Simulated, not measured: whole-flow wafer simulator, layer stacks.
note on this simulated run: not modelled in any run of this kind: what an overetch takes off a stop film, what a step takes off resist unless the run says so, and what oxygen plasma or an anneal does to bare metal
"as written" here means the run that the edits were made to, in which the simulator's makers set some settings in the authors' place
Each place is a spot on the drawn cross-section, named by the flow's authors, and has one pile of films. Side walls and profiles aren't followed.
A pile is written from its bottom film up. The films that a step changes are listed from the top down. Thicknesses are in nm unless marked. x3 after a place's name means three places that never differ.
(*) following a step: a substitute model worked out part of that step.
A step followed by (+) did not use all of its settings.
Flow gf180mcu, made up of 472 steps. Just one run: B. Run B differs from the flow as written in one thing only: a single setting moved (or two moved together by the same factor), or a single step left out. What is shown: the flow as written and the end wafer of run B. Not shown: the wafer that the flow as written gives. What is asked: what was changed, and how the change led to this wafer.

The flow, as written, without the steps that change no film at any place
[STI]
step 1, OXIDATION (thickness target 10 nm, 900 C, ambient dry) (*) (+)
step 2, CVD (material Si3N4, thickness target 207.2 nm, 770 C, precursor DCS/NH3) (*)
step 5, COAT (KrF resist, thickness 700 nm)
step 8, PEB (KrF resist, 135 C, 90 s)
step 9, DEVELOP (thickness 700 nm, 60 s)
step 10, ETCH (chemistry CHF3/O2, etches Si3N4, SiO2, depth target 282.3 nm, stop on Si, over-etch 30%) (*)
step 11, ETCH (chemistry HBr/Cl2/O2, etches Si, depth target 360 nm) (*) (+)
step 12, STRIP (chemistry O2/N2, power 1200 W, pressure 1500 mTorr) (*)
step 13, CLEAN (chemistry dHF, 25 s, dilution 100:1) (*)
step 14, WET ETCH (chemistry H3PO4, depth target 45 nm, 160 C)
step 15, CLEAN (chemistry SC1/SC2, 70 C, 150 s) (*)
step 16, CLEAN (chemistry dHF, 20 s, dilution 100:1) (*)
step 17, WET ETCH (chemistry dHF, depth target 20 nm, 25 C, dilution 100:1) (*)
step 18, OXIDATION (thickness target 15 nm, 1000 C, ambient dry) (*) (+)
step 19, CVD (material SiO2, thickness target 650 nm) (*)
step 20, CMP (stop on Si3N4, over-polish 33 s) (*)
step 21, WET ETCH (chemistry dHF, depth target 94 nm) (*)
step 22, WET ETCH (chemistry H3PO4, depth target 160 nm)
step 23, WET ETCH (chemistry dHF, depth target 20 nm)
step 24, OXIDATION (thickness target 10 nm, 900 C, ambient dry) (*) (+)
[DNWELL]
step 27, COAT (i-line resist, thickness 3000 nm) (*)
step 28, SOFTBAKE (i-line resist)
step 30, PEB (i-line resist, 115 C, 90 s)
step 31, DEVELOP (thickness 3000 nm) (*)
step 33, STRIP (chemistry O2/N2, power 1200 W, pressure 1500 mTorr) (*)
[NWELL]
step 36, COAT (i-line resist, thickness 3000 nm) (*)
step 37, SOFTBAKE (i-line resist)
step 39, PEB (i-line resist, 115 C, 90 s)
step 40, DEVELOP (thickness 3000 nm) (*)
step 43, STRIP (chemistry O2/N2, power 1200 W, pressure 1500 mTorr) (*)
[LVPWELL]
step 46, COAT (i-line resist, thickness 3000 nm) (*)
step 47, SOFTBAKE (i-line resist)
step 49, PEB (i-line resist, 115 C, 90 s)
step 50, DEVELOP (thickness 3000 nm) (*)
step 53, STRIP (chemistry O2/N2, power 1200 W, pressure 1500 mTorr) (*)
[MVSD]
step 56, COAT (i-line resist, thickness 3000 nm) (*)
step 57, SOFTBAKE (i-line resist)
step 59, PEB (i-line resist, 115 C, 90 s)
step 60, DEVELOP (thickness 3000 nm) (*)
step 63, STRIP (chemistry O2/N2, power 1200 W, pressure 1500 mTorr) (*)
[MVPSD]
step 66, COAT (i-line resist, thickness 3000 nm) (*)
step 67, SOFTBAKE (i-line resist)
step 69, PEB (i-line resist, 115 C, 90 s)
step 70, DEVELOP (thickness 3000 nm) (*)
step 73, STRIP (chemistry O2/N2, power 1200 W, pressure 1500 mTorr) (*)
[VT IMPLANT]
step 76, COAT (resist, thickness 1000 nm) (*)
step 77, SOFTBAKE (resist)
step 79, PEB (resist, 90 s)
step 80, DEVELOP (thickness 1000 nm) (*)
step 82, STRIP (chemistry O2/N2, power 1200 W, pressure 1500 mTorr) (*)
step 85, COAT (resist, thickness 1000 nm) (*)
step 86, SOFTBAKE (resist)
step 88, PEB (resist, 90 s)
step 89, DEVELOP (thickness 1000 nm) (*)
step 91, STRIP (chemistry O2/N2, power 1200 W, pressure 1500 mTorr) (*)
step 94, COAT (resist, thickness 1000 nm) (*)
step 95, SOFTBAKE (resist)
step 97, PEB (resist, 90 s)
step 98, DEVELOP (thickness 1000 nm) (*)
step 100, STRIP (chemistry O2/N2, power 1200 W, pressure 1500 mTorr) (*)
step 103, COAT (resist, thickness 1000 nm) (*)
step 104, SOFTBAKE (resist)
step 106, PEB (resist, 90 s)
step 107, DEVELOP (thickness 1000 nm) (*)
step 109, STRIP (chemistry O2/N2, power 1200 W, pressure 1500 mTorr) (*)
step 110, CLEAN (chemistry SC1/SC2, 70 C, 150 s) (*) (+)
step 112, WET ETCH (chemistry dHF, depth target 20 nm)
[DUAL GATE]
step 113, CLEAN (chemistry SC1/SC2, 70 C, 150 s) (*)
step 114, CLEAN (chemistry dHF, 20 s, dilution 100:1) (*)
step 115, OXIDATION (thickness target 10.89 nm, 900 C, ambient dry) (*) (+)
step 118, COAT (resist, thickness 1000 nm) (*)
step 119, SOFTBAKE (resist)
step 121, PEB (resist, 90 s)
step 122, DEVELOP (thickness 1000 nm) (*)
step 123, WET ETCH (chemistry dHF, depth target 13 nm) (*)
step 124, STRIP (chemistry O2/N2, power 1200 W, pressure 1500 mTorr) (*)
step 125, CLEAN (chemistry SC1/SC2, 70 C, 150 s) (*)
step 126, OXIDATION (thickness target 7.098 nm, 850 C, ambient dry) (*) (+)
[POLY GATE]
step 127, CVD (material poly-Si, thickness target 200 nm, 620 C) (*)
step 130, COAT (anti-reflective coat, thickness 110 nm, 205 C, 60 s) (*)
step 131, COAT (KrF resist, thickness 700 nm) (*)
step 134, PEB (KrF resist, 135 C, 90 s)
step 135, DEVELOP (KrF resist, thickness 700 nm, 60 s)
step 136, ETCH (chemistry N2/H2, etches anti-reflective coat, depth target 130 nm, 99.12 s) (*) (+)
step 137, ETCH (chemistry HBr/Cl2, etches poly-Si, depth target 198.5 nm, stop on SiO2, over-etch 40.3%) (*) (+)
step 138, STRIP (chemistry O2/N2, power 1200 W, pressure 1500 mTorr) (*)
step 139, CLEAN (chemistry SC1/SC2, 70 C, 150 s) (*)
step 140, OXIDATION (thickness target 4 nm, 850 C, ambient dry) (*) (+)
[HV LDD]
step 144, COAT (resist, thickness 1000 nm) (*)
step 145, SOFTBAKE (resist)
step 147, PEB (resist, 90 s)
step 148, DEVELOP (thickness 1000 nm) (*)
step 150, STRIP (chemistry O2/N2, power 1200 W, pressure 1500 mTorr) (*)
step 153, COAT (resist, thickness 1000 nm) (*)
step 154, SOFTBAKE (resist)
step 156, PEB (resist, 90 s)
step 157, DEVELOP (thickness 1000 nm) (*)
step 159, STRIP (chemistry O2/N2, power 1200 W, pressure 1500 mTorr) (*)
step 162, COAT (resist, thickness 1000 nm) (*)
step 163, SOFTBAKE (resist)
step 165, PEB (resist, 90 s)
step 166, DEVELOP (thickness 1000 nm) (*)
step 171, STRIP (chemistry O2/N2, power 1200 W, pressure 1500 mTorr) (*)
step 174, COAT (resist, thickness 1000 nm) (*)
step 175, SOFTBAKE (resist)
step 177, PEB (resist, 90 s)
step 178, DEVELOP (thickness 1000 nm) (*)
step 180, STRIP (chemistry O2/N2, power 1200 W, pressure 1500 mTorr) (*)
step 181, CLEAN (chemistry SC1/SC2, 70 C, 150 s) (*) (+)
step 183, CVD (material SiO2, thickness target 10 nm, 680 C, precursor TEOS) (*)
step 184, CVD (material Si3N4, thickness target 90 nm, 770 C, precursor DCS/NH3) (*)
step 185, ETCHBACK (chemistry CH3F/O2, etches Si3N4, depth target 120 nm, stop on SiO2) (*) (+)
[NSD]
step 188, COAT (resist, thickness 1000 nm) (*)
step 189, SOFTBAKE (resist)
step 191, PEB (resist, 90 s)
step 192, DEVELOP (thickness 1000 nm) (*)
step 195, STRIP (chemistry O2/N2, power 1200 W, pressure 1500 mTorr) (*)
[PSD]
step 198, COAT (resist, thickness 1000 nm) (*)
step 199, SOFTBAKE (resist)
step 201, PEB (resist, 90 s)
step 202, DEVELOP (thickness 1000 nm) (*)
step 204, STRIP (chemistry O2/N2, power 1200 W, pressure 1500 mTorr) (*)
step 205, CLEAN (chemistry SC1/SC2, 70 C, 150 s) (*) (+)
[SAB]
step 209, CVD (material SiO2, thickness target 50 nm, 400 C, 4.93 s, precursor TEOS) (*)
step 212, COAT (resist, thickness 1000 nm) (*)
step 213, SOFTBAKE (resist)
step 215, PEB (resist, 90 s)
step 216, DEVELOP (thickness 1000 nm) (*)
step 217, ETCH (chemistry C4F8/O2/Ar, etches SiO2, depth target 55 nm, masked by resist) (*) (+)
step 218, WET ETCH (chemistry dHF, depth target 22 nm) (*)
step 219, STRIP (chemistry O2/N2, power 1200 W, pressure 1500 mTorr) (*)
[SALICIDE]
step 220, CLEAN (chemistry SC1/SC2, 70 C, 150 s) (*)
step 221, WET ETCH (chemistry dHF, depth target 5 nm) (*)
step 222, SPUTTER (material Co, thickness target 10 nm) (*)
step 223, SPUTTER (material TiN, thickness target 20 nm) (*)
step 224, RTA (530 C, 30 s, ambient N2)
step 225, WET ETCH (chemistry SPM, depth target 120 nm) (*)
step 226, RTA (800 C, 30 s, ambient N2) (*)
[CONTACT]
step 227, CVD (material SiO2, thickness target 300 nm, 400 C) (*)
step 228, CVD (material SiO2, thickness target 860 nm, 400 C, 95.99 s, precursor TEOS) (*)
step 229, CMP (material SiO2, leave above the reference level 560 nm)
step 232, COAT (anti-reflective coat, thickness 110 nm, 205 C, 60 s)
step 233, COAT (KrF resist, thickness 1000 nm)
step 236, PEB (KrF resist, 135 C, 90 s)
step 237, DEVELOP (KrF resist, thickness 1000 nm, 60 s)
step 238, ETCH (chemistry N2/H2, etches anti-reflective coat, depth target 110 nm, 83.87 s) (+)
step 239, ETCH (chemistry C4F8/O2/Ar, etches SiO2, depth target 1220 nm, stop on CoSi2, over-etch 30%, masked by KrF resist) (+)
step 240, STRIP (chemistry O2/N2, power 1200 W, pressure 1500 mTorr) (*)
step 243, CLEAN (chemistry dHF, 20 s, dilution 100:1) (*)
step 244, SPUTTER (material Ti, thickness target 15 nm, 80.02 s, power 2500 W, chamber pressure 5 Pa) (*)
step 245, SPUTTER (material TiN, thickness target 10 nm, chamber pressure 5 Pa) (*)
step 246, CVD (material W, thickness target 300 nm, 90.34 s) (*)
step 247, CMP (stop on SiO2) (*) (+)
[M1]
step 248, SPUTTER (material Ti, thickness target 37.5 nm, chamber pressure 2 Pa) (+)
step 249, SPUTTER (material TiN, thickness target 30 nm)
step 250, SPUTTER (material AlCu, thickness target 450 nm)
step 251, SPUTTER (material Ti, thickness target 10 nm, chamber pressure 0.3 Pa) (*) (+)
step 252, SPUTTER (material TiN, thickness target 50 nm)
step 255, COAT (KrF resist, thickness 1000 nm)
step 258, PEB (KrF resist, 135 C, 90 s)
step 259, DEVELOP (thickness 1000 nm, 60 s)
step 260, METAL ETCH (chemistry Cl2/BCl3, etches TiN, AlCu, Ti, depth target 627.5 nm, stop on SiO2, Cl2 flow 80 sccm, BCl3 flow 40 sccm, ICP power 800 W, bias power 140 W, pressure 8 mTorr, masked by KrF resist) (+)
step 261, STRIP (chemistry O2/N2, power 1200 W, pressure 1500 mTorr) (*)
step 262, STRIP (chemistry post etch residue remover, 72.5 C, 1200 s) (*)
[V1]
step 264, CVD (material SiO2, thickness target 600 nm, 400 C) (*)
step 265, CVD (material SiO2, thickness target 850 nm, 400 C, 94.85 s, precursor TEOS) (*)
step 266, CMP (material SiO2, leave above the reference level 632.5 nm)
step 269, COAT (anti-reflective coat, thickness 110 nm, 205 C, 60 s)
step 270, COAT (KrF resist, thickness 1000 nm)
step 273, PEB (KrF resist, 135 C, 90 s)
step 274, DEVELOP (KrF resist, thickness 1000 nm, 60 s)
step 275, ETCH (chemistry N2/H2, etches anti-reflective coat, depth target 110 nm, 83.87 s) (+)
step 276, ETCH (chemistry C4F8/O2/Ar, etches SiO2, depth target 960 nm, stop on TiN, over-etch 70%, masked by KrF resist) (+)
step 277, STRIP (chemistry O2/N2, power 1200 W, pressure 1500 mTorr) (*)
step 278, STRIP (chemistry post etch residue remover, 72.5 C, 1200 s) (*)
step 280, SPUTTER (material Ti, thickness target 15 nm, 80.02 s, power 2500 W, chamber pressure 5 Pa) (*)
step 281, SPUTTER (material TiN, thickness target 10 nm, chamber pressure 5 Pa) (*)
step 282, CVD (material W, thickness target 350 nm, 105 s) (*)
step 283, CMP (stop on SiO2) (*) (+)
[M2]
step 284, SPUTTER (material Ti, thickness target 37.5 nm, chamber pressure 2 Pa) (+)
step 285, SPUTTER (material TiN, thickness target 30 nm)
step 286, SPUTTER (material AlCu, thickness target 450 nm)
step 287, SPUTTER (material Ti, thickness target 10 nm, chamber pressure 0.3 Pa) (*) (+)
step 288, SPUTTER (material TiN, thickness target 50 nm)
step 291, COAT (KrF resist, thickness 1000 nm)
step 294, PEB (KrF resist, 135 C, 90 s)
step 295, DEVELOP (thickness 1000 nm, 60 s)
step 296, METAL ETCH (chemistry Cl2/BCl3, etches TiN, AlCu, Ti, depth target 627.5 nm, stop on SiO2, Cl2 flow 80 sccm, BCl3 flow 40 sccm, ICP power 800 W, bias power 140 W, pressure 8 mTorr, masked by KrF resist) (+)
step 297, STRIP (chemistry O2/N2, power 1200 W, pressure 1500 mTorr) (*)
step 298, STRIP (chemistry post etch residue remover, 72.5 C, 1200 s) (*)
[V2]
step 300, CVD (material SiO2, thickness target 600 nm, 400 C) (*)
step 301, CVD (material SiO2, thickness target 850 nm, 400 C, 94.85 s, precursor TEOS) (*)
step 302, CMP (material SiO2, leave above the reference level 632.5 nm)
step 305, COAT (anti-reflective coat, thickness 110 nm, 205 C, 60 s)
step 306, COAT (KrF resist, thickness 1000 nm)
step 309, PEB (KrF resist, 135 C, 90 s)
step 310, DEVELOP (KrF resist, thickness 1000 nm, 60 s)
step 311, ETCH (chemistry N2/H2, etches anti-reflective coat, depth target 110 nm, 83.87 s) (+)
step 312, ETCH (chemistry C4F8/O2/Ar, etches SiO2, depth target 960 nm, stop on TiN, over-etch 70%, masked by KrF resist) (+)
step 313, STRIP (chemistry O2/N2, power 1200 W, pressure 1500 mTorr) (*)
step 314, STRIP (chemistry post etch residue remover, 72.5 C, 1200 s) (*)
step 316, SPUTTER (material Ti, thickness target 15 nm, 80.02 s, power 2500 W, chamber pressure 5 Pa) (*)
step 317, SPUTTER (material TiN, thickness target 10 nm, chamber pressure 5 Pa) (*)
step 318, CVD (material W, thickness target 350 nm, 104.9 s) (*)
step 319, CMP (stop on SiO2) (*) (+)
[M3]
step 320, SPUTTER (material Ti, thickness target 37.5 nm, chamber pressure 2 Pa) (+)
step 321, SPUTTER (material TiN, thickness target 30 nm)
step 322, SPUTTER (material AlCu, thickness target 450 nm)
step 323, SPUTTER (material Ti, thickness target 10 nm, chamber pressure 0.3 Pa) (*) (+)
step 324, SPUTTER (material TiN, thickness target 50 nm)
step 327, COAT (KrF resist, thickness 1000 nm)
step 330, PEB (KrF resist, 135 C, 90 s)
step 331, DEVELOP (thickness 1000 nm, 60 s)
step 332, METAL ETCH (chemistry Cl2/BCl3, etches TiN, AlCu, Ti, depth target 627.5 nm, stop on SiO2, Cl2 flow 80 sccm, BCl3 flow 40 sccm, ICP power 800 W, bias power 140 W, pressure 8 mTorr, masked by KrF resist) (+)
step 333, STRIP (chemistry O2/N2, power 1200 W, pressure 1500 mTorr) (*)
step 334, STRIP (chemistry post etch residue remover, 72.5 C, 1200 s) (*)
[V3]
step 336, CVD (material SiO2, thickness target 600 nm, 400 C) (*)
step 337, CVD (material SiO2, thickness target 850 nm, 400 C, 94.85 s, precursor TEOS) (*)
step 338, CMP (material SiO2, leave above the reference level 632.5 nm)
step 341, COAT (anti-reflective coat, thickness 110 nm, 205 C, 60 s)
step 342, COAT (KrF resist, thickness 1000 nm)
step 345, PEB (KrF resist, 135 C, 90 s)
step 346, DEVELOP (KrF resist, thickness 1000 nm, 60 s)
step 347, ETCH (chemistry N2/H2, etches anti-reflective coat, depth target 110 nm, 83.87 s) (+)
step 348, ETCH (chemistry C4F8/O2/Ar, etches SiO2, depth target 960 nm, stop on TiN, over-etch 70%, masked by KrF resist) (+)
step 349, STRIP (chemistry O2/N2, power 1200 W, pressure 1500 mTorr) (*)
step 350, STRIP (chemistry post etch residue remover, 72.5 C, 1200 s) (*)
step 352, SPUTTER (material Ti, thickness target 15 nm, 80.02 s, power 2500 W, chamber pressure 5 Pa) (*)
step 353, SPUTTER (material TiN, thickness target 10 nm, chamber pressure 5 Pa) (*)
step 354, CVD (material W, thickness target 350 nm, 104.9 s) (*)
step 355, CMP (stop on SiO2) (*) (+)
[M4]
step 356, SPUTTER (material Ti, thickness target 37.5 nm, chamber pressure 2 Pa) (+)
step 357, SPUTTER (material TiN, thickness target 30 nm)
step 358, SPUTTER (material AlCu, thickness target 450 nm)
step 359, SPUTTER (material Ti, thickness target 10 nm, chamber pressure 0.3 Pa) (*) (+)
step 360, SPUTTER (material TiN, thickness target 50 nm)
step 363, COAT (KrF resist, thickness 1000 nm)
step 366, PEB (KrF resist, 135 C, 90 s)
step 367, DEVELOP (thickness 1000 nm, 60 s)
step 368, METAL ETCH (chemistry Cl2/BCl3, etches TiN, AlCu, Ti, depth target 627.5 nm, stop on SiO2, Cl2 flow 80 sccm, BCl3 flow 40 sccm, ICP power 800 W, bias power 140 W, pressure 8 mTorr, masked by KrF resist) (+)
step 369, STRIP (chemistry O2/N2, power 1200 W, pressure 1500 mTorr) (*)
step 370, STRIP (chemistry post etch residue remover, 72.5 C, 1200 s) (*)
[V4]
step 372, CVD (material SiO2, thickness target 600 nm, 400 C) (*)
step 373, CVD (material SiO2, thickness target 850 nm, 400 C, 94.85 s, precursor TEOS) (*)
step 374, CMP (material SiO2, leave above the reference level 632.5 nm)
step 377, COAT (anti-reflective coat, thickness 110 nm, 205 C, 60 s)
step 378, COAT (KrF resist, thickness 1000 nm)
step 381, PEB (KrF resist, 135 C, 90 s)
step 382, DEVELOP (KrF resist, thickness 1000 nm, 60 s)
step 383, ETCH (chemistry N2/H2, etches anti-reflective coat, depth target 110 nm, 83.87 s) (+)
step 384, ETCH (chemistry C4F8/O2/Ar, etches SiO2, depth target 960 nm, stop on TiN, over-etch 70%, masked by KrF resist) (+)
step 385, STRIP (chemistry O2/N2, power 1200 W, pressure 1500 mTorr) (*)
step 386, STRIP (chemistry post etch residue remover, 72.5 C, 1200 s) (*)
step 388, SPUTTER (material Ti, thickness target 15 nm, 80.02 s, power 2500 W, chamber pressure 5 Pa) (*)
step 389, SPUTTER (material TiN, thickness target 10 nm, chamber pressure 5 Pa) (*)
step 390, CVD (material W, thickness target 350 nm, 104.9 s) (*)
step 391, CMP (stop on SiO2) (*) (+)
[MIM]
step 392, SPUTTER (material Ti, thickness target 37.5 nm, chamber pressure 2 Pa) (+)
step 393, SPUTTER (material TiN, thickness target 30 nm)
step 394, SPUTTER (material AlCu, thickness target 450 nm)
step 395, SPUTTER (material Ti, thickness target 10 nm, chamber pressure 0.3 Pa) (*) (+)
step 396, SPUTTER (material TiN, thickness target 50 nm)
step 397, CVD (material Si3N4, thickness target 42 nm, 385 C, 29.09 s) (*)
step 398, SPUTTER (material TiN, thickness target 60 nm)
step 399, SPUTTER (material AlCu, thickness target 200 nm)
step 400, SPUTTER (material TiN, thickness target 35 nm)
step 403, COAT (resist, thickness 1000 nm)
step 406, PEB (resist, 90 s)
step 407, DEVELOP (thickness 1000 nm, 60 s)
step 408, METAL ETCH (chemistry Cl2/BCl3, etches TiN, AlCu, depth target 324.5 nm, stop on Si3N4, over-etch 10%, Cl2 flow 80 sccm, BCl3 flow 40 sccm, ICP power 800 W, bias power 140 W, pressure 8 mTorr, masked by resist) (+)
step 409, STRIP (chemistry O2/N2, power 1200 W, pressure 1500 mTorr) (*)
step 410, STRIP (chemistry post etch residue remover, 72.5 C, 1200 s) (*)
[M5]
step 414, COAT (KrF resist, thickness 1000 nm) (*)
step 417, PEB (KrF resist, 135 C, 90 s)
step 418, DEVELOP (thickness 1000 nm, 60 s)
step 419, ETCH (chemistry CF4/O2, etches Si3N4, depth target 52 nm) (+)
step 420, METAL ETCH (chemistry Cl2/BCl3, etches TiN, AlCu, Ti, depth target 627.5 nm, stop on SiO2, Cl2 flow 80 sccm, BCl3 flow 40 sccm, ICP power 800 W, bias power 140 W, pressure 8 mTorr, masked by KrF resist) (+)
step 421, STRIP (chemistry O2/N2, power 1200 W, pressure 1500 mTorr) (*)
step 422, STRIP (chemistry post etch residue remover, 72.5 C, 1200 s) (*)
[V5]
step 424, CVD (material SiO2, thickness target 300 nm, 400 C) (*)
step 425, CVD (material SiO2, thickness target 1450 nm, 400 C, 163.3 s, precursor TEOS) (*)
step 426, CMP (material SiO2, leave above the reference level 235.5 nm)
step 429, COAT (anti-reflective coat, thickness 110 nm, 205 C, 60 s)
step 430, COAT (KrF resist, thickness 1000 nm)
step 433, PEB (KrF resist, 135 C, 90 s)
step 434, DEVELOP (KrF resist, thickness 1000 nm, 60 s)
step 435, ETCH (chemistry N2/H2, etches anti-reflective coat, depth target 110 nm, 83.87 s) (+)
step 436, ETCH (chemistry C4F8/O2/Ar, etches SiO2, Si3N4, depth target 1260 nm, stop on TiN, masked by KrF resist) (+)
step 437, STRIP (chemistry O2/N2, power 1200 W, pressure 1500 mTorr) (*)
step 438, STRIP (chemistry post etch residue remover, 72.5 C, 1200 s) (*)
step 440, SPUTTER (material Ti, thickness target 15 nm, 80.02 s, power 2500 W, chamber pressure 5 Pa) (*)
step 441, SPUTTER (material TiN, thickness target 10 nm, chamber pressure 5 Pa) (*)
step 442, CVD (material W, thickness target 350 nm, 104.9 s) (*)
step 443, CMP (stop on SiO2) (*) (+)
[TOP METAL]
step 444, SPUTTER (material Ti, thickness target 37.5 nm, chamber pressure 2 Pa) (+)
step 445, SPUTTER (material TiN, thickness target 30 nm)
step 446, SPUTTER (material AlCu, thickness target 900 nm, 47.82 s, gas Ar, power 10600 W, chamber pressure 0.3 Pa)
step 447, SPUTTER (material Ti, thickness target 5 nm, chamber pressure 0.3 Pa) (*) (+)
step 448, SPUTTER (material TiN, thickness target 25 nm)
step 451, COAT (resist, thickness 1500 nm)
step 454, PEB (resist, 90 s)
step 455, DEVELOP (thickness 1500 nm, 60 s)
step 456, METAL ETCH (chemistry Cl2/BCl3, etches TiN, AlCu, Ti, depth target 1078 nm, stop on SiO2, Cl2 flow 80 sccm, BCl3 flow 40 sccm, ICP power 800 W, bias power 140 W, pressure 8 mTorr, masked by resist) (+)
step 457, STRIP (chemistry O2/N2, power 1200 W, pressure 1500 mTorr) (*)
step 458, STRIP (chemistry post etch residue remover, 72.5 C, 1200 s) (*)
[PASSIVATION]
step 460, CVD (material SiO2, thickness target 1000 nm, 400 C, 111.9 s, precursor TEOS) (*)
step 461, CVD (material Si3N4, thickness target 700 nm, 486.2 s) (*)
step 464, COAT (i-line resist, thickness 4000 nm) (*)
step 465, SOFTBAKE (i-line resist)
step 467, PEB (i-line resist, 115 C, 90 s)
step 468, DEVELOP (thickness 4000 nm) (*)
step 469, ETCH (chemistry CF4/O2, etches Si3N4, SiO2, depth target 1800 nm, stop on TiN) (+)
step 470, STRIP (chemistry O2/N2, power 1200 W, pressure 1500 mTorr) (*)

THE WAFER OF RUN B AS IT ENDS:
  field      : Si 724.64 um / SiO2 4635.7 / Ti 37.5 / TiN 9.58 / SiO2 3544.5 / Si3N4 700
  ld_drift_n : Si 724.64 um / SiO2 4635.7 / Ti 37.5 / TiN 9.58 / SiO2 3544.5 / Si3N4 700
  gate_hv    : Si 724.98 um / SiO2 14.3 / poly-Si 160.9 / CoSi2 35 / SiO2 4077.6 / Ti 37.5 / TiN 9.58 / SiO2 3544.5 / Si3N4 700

The reason: step 368, METAL ETCH: depth target 530 nm was run, while the flow as written has depth target 627.5 nm.

The path from the change to this, step by step:
  step 368, METAL ETCH (chemistry Cl2/BCl3, etches TiN, AlCu, Ti, depth target 627.5 nm, stop on SiO2, Cl2 flow 80 sccm, BCl3 flow 40 sccm, ICP power 800 W, bias power 140 W, pressure 8 mTorr, masked by KrF resist) (+)
      field, field__w1, field__w2 and 103 more: -50 TiN (all of it), -10 Ti (all of it), -450 AlCu (all of it), -20 TiN (it would be, as written: -50 TiN (all of it), -10 Ti (all of it), -450 AlCu (all of it), -30 TiN (all of it), -37.5 Ti (all of it))
      field__w8, contact, m1, m1__w1, m1_nw: -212 KrF resist (it would be, as written: -251 KrF resist)
  step 369, STRIP (chemistry O2/N2, power 1200 W, pressure 1500 mTorr) (*)
      field__w8, contact, m1, m1__w1, m1_nw: -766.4 KrF resist (all of it) (it would be, as written: -727.4 KrF resist (all of it))
  step 372, CVD (material SiO2, thickness target 600 nm, 400 C) (*)
      field, field__w1, field__w2 and 103 more: +600 SiO2 (new film) (it would be, as written: +600 SiO2)
  step 374, CMP (material SiO2, leave above the reference level 632.5 nm)
      field, field__w1, field__w2 and 103 more: -347.1 SiO2 (it would be, as written: -300 SiO2)
With metal films that touch counted as one body, field has 1 body; the flow as written gives 0 bodies.
With metal films that touch counted as one body, ld_drift_n has 1 body; the flow as written gives 0 bodies.
With metal films that touch counted as one body, gate_hv has 2 bodies (between them, from the top down: SiO2 4077.6); the flow as written gives 1 body.
